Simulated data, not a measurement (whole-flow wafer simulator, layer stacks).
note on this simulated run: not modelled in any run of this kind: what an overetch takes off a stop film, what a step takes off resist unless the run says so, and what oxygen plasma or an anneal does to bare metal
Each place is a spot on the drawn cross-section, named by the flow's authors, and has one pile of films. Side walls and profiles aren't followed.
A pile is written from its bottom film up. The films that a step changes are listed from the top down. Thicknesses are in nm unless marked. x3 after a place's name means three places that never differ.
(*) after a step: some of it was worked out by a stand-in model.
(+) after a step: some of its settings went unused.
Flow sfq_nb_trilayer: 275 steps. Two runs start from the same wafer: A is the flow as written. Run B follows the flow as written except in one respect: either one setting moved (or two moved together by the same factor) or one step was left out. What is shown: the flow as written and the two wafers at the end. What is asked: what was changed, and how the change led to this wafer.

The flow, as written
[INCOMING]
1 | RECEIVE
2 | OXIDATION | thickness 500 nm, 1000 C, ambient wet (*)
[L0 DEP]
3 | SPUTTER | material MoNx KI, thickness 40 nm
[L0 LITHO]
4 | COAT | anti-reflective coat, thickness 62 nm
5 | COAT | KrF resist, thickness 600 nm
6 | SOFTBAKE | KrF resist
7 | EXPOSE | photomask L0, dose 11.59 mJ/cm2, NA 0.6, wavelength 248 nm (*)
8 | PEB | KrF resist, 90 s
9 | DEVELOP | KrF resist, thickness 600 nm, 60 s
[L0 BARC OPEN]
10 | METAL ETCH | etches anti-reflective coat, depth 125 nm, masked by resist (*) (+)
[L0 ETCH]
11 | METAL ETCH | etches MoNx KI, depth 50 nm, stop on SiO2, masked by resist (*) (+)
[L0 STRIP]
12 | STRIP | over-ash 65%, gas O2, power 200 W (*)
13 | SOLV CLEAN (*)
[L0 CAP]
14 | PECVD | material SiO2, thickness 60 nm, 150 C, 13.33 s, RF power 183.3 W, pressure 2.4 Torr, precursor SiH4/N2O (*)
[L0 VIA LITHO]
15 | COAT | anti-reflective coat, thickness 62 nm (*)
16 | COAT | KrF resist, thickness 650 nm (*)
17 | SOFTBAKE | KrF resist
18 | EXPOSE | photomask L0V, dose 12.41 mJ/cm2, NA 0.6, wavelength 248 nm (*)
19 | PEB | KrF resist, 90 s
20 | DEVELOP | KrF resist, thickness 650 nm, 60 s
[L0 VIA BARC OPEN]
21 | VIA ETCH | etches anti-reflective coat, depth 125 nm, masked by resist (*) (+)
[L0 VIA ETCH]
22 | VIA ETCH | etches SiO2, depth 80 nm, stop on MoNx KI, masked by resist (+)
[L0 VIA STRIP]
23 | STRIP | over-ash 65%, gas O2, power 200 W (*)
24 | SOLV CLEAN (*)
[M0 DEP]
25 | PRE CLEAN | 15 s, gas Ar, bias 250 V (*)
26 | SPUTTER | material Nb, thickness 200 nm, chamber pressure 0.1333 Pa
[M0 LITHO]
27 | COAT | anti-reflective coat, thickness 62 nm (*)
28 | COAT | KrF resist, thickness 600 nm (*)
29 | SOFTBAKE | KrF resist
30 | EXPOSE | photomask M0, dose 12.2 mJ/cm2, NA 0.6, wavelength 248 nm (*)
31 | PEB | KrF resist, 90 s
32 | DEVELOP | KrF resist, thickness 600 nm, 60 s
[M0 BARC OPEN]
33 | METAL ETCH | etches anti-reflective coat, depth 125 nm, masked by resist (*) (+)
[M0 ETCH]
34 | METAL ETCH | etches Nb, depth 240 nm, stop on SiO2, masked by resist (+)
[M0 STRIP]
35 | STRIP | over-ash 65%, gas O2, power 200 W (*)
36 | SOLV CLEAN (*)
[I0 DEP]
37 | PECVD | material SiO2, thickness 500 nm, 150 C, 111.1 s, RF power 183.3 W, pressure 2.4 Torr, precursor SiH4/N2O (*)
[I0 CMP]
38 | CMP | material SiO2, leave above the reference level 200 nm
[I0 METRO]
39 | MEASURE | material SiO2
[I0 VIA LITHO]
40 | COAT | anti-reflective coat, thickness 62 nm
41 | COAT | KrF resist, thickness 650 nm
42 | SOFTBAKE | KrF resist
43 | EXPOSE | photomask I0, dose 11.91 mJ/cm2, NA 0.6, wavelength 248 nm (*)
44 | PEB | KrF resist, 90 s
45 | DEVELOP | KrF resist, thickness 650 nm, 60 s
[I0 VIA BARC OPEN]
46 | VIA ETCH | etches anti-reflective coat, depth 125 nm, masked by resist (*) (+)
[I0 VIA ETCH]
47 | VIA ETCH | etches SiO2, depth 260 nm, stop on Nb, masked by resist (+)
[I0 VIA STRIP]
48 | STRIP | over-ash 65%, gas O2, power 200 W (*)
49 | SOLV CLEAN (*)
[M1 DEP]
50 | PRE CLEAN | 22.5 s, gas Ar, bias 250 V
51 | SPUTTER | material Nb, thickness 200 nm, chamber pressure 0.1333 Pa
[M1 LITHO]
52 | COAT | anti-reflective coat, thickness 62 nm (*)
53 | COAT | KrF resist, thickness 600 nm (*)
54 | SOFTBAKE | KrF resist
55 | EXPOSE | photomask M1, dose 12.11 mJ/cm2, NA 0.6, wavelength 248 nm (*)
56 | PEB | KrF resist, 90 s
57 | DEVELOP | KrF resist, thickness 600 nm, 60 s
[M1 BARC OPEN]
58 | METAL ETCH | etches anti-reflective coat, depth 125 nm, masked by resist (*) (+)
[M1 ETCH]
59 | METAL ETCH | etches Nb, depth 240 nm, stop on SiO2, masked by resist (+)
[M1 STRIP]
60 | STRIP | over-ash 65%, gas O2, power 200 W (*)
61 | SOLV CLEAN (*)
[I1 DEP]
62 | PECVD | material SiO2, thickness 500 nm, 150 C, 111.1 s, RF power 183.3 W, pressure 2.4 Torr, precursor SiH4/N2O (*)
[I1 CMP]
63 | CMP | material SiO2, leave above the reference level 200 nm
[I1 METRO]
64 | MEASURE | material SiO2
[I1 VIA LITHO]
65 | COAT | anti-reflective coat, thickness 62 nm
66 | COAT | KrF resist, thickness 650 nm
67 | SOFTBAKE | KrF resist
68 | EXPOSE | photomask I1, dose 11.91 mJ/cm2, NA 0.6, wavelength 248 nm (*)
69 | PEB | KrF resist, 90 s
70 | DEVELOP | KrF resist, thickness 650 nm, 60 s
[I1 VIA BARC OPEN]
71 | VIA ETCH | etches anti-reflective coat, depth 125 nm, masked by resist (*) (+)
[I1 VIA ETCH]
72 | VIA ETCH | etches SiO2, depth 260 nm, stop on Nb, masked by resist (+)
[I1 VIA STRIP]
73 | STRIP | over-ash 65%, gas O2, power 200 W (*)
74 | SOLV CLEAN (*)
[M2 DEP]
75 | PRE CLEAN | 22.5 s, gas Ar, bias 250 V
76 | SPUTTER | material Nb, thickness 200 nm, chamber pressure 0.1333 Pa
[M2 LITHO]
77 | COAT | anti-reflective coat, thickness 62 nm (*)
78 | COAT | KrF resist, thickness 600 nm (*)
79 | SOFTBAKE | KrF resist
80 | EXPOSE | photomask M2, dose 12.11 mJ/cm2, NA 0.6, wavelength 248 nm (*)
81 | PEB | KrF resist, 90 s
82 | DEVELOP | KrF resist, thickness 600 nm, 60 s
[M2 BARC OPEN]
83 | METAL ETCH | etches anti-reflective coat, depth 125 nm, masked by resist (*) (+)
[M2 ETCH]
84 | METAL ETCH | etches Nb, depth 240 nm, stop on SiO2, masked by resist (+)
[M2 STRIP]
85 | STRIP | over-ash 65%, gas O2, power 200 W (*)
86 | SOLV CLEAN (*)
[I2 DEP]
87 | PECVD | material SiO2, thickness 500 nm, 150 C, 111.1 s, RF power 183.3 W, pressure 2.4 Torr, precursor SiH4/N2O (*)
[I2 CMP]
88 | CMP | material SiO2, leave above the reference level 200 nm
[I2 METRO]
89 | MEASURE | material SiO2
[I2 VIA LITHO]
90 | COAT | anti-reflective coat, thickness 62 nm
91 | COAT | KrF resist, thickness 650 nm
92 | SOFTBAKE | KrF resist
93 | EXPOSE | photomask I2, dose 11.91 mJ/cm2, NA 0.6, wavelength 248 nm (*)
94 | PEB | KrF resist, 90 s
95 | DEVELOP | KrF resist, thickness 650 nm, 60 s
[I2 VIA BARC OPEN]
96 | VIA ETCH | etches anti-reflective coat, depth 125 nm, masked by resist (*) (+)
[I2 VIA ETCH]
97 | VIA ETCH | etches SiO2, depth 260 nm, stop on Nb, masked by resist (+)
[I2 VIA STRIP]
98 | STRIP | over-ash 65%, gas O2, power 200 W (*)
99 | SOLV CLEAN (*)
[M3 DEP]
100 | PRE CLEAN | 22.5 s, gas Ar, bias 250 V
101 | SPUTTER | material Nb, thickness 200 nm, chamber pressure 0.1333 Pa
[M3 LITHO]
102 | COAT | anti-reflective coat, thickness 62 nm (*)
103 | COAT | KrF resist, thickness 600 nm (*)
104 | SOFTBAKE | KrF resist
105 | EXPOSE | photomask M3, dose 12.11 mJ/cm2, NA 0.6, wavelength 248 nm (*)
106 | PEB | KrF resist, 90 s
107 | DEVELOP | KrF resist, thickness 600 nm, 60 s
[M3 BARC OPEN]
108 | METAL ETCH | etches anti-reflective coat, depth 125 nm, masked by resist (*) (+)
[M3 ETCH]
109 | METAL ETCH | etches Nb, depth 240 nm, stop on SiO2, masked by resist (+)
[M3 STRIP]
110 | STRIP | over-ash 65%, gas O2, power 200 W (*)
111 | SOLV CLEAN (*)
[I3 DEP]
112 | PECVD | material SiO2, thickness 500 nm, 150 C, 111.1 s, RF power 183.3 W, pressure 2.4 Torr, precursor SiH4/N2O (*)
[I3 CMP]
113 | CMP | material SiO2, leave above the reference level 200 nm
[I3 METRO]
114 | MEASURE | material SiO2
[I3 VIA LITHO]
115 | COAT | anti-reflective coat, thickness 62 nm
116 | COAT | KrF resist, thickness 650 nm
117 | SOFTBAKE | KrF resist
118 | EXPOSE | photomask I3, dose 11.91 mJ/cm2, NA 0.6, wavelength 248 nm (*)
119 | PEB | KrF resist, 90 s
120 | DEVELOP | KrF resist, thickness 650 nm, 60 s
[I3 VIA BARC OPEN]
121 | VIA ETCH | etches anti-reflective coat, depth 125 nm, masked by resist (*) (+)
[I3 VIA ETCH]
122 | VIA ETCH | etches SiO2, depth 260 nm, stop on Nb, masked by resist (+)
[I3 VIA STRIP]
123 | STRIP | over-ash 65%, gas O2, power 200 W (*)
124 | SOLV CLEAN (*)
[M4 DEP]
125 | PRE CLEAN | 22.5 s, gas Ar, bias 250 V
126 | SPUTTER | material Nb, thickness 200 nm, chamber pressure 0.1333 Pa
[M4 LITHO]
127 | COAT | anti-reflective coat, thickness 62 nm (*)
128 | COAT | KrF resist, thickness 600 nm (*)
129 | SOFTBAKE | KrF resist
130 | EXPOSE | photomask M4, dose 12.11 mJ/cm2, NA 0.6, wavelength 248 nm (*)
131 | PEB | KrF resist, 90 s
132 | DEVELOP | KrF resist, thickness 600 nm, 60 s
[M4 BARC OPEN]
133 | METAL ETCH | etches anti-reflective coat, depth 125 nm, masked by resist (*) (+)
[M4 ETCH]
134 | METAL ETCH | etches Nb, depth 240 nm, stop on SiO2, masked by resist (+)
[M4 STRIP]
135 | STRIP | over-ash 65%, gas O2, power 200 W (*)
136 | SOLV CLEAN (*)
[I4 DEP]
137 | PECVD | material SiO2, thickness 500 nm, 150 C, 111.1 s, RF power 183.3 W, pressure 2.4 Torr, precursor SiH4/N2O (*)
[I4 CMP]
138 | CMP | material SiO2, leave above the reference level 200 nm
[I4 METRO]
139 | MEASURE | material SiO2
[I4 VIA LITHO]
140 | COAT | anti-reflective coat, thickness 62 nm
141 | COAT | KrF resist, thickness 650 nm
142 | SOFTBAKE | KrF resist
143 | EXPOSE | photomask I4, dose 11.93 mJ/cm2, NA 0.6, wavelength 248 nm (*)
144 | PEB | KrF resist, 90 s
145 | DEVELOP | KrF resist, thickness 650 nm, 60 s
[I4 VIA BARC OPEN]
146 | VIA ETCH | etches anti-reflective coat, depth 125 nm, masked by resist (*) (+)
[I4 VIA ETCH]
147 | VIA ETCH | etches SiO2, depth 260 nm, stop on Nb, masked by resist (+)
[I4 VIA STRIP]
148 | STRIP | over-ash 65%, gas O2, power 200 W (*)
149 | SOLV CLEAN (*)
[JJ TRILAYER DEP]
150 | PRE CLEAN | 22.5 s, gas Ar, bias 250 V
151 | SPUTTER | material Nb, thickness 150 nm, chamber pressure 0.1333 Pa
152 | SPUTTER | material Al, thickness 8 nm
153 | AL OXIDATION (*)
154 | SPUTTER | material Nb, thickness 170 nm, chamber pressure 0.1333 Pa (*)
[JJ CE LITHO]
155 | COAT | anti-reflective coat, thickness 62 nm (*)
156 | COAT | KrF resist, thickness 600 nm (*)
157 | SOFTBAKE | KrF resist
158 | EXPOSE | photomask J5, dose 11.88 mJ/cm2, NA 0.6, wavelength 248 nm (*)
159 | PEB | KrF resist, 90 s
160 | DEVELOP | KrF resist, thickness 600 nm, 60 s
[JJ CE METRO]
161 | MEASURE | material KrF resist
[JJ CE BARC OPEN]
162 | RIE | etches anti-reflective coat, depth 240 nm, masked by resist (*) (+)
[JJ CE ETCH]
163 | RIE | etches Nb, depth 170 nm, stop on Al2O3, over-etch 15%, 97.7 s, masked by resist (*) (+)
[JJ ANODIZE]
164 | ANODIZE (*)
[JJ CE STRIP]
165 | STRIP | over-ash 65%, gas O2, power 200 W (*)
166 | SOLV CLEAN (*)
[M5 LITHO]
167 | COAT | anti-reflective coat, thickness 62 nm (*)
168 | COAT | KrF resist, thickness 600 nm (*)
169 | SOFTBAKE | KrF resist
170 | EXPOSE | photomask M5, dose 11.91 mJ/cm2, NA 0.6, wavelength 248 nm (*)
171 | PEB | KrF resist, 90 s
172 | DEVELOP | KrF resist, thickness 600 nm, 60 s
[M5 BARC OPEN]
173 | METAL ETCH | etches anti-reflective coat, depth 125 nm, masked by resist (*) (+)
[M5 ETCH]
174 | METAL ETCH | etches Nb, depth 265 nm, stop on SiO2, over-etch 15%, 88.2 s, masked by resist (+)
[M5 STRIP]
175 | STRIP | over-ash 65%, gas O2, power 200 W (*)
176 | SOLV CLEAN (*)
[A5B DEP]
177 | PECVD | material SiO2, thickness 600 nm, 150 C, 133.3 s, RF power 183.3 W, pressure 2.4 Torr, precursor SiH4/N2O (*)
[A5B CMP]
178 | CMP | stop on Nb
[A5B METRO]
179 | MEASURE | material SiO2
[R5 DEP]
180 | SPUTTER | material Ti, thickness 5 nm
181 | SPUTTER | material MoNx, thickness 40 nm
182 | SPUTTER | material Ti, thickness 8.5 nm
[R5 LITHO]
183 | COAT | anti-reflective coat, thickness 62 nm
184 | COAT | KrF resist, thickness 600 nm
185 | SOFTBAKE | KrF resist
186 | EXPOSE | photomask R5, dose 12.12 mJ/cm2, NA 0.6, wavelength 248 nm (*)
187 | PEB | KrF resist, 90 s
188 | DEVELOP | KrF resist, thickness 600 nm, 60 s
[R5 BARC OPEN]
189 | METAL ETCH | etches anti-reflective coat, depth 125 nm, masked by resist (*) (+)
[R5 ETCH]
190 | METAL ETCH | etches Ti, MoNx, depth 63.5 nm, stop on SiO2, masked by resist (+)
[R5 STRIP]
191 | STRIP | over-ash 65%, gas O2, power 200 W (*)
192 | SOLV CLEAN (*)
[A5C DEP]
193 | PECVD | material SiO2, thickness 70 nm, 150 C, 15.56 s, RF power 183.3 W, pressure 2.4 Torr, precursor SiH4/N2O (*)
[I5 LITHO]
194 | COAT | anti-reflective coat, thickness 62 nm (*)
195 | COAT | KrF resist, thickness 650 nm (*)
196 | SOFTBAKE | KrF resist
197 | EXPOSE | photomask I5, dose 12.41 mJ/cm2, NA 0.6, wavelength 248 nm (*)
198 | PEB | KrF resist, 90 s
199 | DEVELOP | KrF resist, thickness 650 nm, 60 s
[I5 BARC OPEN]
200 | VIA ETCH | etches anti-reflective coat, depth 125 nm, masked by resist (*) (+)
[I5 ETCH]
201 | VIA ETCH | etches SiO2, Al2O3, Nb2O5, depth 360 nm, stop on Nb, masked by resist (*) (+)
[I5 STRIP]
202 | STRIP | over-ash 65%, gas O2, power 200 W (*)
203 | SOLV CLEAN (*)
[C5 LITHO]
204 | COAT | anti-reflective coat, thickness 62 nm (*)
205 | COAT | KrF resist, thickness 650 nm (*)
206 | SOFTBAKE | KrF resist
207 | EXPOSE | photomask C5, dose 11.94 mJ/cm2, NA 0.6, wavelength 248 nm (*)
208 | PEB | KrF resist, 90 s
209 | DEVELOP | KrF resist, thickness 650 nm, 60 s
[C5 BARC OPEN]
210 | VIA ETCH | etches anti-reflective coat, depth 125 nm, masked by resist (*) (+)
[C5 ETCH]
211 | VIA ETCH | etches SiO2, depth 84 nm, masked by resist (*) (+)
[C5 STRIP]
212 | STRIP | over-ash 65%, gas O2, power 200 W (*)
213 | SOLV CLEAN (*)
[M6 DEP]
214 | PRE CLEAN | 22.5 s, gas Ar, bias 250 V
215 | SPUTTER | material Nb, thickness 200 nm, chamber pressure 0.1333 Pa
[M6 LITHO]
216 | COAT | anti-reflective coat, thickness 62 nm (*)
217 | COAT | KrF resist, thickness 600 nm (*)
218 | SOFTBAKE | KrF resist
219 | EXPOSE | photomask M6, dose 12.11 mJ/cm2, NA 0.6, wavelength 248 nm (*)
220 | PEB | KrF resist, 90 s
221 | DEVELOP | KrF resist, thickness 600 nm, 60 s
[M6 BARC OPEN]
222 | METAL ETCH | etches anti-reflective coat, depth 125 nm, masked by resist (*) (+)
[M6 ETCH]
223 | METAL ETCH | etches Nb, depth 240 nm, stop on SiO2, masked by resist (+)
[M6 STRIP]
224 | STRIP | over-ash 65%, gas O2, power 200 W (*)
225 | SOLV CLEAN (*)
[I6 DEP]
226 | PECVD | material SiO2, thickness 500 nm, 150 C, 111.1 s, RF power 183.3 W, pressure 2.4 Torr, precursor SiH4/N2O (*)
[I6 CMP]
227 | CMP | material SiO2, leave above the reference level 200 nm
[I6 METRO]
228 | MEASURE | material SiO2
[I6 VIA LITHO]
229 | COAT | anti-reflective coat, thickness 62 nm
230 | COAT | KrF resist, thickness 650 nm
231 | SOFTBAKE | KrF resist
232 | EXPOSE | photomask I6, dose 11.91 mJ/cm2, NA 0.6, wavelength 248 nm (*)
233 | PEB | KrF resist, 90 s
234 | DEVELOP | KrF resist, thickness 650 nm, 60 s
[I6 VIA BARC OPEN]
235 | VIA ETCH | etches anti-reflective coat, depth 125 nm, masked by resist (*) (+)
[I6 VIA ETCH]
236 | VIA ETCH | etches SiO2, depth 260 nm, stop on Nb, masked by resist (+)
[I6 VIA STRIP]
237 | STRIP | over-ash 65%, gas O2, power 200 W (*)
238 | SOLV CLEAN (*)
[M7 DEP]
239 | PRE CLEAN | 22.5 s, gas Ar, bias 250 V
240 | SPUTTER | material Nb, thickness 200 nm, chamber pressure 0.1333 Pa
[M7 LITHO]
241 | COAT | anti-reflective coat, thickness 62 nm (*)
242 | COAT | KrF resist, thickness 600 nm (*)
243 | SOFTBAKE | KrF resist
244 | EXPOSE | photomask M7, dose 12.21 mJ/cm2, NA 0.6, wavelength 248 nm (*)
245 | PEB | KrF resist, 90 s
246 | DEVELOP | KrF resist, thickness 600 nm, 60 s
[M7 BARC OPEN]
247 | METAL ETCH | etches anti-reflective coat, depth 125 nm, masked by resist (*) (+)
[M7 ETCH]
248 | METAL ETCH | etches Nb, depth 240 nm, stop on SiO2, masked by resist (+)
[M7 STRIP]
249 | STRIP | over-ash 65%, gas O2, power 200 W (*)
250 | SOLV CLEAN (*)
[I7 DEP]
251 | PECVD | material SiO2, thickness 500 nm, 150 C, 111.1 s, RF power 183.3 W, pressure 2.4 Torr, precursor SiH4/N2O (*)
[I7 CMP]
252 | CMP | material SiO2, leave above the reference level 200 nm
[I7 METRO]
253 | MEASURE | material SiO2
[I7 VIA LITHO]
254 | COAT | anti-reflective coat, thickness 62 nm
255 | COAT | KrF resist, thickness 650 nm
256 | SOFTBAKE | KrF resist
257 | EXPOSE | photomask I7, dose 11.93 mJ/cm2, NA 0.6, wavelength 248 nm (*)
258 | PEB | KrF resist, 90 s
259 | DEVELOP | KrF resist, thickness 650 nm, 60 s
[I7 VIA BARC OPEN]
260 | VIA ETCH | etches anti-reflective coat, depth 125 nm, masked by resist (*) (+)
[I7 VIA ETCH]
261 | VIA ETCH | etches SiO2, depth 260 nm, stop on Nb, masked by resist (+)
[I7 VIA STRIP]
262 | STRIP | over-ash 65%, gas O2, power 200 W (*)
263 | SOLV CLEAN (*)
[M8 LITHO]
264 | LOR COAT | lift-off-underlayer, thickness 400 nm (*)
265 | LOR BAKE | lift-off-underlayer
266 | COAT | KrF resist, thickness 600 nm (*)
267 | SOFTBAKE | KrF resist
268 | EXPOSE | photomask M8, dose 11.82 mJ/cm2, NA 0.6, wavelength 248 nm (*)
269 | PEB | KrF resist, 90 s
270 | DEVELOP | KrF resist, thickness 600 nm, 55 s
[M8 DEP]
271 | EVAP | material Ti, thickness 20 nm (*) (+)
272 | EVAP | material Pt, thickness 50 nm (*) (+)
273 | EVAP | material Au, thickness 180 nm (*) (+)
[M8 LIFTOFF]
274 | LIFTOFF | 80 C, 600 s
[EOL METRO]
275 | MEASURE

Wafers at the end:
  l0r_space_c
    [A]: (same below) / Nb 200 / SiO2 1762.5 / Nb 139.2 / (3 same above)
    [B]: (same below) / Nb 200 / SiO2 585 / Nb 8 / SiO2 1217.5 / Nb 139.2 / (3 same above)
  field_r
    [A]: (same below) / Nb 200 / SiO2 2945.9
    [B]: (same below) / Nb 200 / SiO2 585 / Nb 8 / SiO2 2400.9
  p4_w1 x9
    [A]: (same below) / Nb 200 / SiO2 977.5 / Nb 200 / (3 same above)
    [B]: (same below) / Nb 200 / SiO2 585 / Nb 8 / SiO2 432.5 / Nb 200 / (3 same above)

Cause: step 76, SPUTTER: thickness 248 nm was run, while the flow as written has thickness 200 nm.

How this came from the change, step by step:
  76 | SPUTTER | material Nb, thickness 200 nm, chamber pressure 0.1333 Pa
      field_l, v_sur, via_wl and 102 more: A Nb gains 200 (new film) | B Nb gains 248 (new film)
      via_v: A Nb gains 174.5 | B Nb gains 217
  84 | METAL ETCH | etches Nb, depth 240 nm, stop on SiO2, masked by resist (+)
      field_l, be, be_sur and 81 more: A Nb loses 200 (all of it) | B Nb loses 240
  87 | PECVD | material SiO2, thickness 500 nm, 150 C, 111.1 s, RF power 183.3 W, pressure 2.4 Torr, precursor SiH4/N2O (*)
      field_l, be, be_sur and 81 more: A SiO2 gains 500 | B SiO2 gains 500 (new film)
      via_v: A SiO2 gains 606 (new film) | B SiO2 gains 587 (new film)
  88 | CMP | material SiO2, leave above the reference level 200 nm
      field_l, be, be_sur and 81 more: A SiO2 loses 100 | B SiO2 loses 60
      via_v: A SiO2 loses 181.6 | B SiO2 loses 157.1
Taking metal films that touch as one body, l0r_space_c has 3 bodies (between them, from the top down: SiO2 1217.5; SiO2 585); the flow as written gives 2 bodies (between them, from the top down: SiO2 1762.5).
Taking metal films that touch as one body, field_r has 2 bodies (between them, from the top down: SiO2 585); the flow as written gives 1 body.
Taking metal films that touch as one body, p4_w1 x9 has 4 bodies (between them, from the top down: SiO2 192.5; SiO2 432.5; SiO2 585); the flow as written gives 3 bodies (between them, from the top down: SiO2 192.5; SiO2 977.5).
